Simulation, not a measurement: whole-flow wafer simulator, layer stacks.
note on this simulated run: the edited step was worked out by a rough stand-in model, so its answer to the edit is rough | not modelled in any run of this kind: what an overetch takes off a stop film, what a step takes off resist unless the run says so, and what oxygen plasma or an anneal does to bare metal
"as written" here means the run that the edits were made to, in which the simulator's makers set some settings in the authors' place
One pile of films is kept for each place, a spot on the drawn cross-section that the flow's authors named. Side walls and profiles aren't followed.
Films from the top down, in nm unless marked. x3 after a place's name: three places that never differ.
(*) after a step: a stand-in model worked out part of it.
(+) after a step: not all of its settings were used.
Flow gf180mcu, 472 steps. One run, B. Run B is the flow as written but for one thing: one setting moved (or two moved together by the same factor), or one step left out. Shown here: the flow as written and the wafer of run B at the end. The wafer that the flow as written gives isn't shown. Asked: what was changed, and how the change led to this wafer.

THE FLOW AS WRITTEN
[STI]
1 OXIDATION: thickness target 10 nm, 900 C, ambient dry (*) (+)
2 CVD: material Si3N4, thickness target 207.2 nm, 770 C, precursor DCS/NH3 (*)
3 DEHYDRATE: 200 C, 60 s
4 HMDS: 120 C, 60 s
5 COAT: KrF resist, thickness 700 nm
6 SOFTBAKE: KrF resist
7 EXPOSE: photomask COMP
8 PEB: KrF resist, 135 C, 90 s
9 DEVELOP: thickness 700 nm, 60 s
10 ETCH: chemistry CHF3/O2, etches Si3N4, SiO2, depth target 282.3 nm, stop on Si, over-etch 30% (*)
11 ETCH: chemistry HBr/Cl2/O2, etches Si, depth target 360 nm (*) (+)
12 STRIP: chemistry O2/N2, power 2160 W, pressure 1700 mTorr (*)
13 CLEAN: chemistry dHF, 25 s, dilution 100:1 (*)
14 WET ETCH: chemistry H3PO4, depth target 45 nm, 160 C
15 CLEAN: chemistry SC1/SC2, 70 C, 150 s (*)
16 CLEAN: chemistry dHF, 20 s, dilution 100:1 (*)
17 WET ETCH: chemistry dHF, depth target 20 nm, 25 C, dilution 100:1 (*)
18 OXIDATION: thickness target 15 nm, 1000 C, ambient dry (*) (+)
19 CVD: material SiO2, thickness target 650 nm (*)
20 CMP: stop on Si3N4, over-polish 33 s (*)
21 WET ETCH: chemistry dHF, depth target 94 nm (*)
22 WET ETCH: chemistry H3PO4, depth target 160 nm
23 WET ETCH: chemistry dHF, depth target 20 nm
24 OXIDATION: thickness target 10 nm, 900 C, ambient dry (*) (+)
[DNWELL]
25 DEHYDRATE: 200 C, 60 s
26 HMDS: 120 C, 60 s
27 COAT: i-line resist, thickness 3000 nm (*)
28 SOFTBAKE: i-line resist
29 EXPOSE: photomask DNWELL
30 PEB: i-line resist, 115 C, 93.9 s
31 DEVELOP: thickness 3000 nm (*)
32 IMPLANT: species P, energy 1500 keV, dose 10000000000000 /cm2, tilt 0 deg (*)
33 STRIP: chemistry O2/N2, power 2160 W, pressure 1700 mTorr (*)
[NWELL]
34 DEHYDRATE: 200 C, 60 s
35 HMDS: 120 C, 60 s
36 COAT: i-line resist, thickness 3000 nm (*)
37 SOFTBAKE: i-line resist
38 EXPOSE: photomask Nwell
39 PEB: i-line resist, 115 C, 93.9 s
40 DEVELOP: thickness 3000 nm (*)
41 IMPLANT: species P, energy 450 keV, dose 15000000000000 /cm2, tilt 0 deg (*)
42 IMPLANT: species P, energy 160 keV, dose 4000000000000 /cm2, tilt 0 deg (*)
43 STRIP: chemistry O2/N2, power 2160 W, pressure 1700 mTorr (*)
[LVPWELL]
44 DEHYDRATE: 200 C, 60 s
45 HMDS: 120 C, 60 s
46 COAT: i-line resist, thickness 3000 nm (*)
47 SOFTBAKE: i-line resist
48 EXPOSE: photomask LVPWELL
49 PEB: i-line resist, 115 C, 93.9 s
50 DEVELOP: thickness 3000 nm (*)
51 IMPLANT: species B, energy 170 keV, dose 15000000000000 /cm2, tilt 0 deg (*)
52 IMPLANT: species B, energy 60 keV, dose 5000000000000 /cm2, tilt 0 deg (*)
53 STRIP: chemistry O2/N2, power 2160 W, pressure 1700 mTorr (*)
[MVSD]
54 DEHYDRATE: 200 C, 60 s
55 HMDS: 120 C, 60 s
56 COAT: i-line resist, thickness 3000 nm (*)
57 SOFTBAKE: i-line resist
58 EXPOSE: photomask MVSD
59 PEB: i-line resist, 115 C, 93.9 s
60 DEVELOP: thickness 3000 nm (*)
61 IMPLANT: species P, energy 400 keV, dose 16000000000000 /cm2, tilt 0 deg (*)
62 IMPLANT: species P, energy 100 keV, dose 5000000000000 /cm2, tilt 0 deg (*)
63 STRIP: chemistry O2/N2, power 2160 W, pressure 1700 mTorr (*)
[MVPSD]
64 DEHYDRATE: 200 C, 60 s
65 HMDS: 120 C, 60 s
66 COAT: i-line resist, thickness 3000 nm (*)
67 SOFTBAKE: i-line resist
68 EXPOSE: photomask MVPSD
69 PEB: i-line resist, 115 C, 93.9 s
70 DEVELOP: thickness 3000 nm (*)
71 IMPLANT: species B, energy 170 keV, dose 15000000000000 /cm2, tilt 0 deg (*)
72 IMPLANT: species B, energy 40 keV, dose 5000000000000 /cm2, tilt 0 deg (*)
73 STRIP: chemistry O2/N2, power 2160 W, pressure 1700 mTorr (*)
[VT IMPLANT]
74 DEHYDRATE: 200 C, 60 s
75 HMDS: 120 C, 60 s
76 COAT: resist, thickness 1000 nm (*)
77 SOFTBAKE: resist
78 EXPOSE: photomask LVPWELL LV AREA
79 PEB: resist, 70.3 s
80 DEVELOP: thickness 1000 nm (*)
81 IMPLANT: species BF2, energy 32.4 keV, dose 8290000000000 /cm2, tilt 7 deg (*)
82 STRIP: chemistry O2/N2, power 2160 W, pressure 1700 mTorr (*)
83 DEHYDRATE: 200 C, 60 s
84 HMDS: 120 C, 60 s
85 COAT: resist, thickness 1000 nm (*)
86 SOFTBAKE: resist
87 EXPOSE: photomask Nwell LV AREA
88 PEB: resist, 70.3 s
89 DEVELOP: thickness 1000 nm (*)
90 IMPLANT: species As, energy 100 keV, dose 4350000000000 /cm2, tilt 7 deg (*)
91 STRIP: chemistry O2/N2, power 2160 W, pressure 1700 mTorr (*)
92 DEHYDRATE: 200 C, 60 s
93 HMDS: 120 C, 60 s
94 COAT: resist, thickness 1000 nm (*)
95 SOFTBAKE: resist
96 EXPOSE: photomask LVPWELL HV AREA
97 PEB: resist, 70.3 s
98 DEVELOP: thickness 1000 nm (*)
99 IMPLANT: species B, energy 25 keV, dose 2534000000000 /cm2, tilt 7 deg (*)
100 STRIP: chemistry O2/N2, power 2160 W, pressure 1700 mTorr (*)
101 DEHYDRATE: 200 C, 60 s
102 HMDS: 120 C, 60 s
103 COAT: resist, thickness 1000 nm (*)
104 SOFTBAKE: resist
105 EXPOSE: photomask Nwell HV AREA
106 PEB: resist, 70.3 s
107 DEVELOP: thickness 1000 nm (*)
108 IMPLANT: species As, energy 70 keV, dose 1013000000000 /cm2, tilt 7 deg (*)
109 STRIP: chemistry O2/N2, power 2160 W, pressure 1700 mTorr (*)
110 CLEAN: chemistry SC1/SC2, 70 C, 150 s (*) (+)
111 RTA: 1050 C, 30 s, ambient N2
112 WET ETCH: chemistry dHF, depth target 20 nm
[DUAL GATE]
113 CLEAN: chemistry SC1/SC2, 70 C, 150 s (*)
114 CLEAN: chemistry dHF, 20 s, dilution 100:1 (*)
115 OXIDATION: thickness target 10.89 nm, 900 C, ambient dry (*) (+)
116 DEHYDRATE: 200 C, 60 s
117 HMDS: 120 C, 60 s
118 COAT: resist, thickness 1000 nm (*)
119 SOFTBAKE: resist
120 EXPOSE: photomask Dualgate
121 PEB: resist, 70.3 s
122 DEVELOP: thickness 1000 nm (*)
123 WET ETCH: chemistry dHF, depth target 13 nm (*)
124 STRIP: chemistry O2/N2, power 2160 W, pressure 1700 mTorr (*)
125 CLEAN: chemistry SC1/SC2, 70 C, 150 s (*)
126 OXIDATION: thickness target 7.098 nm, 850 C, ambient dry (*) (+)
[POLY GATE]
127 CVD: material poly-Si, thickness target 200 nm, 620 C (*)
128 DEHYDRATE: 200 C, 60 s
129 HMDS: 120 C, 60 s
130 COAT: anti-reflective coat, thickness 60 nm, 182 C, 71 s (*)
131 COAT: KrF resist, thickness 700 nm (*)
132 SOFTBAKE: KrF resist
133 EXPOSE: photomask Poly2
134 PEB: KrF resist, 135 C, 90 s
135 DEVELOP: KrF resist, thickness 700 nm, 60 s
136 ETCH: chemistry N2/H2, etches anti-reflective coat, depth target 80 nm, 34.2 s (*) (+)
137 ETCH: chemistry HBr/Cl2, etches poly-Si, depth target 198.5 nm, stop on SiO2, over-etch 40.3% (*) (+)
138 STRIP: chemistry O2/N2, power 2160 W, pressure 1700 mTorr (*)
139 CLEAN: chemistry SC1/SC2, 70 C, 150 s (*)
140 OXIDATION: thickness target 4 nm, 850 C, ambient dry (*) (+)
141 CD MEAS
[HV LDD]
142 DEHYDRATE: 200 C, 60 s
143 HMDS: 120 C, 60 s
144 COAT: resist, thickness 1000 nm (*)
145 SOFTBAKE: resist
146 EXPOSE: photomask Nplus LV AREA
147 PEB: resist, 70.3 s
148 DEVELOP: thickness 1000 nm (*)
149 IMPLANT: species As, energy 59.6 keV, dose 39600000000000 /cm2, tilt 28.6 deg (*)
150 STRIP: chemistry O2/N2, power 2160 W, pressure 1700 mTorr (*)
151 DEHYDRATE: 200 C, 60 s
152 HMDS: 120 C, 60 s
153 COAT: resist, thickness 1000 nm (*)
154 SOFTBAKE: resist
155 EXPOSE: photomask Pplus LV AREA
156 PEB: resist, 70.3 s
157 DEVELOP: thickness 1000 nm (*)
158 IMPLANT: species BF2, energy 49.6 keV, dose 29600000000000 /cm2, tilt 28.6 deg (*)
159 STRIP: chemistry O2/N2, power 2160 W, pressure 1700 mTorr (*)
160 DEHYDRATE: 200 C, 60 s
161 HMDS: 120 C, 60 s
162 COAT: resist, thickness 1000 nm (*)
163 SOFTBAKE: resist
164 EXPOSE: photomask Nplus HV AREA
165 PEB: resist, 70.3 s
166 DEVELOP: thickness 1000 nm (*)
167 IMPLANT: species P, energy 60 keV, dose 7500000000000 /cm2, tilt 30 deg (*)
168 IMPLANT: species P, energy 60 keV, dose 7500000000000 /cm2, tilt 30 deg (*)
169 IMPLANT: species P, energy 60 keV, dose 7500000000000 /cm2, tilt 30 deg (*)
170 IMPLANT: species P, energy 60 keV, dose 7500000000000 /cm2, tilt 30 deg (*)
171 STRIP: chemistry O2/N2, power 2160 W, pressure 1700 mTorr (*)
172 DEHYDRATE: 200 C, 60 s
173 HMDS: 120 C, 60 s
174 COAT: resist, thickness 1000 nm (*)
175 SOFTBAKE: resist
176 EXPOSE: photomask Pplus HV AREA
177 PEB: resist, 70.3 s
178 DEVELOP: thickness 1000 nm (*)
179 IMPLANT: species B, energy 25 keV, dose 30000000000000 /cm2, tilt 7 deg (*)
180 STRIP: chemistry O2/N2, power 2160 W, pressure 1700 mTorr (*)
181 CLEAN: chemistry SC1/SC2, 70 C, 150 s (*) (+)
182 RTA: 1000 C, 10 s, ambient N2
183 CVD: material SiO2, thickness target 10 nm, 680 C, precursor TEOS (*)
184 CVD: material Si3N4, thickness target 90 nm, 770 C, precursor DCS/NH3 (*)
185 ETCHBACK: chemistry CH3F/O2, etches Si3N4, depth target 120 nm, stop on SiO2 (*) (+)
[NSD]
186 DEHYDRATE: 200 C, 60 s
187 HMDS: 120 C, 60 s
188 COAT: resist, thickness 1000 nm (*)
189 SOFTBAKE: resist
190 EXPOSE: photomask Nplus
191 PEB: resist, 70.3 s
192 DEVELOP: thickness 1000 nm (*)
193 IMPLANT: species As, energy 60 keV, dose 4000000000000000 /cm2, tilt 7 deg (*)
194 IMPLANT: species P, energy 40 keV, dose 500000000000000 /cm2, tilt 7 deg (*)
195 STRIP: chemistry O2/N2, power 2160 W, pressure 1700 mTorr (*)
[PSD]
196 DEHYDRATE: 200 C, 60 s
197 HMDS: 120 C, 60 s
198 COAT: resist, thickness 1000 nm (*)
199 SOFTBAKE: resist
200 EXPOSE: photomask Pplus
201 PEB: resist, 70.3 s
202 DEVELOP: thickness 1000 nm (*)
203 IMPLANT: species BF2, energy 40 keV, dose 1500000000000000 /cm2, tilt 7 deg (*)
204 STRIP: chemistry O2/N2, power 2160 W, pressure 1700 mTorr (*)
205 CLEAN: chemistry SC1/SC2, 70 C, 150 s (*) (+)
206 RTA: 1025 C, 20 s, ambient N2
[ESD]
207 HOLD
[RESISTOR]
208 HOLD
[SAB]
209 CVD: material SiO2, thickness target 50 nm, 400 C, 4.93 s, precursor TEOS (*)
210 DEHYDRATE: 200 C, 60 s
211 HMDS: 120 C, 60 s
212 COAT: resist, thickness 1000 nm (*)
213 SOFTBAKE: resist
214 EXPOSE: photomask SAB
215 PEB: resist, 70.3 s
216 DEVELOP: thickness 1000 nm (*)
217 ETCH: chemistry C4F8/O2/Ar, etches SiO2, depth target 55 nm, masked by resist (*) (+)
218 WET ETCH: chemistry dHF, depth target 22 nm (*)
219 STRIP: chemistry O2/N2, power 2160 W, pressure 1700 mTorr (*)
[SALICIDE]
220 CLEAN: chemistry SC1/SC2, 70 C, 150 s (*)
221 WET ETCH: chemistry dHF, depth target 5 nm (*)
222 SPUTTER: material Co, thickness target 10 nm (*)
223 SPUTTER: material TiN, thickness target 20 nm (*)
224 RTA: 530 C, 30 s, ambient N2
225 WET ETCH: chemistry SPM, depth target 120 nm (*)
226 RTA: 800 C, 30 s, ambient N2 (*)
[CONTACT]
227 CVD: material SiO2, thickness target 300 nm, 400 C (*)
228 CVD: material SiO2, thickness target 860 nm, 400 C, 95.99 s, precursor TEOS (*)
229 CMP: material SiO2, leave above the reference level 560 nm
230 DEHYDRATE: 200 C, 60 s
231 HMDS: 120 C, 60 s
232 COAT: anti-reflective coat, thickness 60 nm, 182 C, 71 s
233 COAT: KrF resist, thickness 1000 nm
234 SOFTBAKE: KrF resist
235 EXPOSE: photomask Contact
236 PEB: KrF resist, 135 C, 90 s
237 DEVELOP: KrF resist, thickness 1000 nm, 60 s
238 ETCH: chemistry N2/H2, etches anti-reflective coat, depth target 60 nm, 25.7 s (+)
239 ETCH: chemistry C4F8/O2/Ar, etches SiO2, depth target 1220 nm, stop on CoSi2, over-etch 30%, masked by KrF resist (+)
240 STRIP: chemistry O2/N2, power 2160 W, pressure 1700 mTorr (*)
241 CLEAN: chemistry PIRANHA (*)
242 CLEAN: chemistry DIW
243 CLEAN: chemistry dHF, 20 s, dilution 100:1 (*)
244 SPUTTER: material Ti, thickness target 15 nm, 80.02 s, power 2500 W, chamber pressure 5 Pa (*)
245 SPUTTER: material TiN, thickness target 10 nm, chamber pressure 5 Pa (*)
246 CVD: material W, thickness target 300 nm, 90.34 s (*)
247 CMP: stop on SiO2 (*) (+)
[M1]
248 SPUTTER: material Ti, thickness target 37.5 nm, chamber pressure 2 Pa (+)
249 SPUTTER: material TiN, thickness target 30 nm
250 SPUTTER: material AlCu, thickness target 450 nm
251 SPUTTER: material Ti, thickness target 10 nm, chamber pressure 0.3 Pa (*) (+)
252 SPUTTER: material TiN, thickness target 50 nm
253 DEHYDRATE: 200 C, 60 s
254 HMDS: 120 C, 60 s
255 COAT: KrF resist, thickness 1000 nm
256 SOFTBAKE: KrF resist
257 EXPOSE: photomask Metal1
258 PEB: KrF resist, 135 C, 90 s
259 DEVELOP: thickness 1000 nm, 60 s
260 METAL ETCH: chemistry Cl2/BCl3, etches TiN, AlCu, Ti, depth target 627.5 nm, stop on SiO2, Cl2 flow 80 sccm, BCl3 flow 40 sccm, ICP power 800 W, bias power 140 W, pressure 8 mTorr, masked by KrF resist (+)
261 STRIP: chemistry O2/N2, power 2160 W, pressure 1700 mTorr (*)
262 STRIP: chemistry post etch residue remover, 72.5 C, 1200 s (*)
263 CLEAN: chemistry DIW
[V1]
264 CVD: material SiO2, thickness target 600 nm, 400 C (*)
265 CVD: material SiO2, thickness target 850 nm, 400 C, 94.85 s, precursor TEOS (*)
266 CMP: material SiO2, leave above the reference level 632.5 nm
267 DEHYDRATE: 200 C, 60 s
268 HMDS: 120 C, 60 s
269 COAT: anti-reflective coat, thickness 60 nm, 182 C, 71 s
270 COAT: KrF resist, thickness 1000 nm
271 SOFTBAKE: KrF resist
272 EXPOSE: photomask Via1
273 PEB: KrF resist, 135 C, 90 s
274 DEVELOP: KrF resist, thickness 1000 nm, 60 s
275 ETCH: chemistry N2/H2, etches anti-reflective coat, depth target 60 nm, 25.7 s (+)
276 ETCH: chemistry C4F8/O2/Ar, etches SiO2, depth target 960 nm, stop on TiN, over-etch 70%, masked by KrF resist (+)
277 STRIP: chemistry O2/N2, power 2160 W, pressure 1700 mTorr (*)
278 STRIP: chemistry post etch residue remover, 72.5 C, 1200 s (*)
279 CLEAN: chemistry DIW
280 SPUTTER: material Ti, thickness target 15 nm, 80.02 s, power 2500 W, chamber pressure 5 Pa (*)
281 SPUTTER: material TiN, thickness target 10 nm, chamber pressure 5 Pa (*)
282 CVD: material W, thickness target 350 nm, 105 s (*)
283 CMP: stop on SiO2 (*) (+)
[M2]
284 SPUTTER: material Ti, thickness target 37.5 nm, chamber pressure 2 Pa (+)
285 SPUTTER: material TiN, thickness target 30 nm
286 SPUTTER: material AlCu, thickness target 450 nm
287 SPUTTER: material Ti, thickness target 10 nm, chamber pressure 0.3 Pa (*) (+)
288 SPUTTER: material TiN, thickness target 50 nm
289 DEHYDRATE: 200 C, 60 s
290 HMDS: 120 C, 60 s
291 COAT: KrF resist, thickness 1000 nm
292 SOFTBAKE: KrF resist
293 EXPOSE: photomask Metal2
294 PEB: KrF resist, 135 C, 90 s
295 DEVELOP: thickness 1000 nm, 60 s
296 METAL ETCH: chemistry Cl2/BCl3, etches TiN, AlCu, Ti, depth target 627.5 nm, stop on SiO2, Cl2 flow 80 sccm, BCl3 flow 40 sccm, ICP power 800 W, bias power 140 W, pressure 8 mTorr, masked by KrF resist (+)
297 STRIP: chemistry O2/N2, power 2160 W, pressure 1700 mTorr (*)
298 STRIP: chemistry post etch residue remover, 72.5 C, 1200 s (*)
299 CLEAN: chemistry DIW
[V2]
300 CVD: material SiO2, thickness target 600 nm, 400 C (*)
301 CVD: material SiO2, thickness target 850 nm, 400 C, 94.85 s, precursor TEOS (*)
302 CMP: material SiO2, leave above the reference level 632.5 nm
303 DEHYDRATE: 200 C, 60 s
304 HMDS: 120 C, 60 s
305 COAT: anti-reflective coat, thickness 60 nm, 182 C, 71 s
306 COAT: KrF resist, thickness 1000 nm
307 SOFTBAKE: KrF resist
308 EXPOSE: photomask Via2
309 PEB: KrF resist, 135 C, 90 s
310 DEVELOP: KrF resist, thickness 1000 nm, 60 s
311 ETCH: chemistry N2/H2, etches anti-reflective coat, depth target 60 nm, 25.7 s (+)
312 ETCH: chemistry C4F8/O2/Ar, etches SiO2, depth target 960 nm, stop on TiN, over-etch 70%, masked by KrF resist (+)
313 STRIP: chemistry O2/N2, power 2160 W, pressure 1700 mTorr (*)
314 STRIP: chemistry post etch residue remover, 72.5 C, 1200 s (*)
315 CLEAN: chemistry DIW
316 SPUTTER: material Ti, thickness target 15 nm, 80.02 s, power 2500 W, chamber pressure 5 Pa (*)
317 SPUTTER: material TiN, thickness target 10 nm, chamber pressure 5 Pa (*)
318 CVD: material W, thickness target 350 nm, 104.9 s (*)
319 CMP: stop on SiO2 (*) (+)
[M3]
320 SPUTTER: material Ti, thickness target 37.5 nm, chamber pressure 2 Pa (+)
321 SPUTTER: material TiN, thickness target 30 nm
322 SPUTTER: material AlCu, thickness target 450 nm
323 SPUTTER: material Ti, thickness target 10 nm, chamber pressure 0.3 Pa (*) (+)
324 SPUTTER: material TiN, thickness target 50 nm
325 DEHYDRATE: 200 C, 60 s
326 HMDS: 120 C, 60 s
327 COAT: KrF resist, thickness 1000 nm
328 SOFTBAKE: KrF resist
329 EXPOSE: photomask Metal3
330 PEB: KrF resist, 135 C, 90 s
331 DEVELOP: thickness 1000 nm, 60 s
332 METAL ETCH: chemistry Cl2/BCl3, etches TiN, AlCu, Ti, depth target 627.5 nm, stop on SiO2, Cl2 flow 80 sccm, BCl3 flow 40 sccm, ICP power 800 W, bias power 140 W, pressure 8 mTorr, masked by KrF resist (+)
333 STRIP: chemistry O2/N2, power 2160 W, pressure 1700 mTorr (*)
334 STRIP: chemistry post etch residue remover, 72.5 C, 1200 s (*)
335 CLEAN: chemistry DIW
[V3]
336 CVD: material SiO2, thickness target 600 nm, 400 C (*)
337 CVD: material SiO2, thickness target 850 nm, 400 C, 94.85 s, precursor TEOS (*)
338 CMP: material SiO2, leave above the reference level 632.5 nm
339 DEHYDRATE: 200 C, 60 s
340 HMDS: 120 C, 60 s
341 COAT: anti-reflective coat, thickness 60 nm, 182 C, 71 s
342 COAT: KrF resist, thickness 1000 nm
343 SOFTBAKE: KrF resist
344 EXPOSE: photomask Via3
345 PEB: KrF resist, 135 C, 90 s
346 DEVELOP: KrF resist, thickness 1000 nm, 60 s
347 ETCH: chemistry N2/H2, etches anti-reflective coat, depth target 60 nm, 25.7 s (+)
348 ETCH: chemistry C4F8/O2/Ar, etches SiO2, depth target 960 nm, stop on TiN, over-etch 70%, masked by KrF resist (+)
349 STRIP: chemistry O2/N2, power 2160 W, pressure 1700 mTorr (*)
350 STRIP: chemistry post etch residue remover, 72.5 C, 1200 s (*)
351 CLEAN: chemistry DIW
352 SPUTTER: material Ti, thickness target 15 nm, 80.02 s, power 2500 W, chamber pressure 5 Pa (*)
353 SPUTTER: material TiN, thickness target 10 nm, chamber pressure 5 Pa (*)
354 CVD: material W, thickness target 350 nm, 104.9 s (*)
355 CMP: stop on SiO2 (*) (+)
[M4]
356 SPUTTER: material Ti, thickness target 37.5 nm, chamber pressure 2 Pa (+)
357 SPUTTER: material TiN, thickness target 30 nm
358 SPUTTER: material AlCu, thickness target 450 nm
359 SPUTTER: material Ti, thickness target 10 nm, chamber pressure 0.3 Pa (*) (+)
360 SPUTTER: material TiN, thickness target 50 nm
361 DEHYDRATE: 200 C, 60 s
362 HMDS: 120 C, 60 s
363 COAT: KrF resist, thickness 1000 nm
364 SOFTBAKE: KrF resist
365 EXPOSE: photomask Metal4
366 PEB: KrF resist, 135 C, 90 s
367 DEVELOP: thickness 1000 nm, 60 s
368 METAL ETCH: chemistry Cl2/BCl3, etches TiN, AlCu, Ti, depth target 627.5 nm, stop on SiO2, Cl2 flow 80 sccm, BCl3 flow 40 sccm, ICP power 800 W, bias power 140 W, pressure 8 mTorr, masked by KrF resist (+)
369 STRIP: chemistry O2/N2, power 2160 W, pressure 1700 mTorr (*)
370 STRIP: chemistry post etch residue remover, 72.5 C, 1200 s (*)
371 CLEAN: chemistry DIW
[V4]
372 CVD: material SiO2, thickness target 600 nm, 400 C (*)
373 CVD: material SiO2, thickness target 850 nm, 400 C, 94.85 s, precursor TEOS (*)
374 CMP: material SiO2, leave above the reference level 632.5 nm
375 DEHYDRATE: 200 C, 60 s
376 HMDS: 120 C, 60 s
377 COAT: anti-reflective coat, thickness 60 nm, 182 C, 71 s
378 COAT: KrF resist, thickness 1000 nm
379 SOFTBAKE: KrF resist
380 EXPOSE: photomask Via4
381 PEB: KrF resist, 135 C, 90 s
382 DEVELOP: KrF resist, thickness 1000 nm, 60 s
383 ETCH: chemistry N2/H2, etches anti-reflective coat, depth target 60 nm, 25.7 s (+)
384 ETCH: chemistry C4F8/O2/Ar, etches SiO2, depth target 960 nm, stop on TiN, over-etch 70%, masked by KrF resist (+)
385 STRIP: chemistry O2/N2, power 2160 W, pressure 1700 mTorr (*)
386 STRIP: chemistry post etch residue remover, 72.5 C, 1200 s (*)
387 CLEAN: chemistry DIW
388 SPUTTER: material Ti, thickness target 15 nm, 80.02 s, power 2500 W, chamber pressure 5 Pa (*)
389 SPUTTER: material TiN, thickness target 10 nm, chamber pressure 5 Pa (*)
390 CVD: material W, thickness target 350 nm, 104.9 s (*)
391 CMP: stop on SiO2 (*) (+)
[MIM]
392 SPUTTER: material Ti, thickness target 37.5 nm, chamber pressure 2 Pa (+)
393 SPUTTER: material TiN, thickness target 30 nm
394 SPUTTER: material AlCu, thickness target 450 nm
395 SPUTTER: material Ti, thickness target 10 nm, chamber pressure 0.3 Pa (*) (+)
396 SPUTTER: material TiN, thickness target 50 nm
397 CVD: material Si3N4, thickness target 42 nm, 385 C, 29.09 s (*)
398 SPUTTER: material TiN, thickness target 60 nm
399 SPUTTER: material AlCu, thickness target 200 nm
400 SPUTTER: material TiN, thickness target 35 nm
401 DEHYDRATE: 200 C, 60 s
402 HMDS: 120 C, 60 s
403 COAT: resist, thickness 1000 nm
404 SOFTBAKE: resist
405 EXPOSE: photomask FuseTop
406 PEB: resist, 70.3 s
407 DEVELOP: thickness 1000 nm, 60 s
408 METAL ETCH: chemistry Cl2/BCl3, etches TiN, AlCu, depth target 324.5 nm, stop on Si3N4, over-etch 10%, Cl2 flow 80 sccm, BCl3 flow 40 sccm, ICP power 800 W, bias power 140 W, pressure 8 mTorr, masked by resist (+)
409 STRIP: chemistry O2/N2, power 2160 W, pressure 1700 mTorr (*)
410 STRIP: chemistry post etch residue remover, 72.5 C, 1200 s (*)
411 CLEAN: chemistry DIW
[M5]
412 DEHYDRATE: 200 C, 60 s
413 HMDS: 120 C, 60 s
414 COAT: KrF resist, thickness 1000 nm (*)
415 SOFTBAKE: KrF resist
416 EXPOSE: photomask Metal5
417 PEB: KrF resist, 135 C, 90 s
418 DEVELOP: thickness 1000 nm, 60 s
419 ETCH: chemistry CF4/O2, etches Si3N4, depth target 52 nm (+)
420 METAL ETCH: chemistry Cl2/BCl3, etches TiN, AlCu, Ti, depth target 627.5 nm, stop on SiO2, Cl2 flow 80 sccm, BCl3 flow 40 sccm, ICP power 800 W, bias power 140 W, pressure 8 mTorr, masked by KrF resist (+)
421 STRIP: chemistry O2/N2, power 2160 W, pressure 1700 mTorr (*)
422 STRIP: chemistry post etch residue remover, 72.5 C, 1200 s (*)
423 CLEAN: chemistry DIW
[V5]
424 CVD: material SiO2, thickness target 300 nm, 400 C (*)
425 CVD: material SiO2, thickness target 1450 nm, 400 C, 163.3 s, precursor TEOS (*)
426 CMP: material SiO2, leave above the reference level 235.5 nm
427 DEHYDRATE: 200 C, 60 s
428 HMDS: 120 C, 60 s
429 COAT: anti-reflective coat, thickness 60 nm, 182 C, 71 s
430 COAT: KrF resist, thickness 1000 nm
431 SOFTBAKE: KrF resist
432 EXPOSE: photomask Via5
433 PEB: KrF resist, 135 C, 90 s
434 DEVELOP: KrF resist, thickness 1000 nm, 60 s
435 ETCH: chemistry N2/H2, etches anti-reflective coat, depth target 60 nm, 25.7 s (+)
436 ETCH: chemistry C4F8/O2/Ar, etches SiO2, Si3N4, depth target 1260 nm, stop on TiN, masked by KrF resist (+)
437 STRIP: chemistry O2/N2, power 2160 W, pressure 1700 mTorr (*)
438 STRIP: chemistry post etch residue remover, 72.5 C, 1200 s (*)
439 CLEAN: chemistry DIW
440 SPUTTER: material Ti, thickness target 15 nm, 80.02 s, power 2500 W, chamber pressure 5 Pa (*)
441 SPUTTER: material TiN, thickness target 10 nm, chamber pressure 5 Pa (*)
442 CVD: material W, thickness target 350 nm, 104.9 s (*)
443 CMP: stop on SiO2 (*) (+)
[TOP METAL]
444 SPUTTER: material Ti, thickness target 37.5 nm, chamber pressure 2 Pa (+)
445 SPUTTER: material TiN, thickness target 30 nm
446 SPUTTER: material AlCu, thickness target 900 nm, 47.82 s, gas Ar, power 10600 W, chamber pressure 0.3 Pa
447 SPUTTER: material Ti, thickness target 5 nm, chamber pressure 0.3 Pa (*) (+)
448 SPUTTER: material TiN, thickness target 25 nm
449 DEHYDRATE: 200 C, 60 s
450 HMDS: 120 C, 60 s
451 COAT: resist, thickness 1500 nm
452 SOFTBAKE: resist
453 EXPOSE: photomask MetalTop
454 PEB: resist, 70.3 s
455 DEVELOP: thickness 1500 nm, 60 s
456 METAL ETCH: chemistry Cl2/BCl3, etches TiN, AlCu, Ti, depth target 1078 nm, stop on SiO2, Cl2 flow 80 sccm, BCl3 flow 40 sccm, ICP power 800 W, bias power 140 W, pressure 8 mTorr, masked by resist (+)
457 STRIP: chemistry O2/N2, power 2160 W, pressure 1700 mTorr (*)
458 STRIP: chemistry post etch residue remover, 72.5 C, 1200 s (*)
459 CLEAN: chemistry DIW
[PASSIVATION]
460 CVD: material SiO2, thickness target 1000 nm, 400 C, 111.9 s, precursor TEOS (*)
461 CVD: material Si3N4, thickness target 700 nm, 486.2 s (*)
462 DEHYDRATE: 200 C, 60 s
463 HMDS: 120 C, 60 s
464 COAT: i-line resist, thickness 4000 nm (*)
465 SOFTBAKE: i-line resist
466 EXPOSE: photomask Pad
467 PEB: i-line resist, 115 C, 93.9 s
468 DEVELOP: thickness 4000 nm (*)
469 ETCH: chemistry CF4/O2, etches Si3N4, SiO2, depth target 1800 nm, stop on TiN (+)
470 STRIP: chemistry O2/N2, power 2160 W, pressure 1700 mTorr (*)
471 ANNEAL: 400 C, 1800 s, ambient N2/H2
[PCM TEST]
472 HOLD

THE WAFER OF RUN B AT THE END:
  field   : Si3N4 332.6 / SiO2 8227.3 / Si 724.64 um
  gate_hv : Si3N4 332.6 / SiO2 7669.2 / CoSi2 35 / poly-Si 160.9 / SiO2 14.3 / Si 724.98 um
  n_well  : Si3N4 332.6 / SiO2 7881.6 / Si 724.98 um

The cause: step 461, CVD: thickness target 332 nm was run, where the flow has thickness target 700 nm; step 461, CVD: 230.9 s was run, where the flow has 486.2 s.

How the change led to this, step by step:
  461 CVD: material Si3N4, thickness target 700 nm, 486.2 s (*)
      field, field__w1, field__w2 and 109 more: Si3N4 +332.6 (new film) (as written it would be: Si3N4 +700 (new film))
  465 SOFTBAKE: i-line resist
      field__w11, field__w13: i-line resist +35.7 (as written it would be: i-line resist +37.6)
      ld_acc_p, ld_fp_p: i-line resist +31.8 (as written it would be: i-line resist +33.8)
      (and at 55 more places)
  469 ETCH: chemistry CF4/O2, etches Si3N4, SiO2, depth target 1800 nm, stop on TiN (+)
      pad: Si3N4 -332.6 (all of it), SiO2 -1000 (all of it) (as written it would be: Si3N4 -700 (all of it), SiO2 -1000 (all of it))
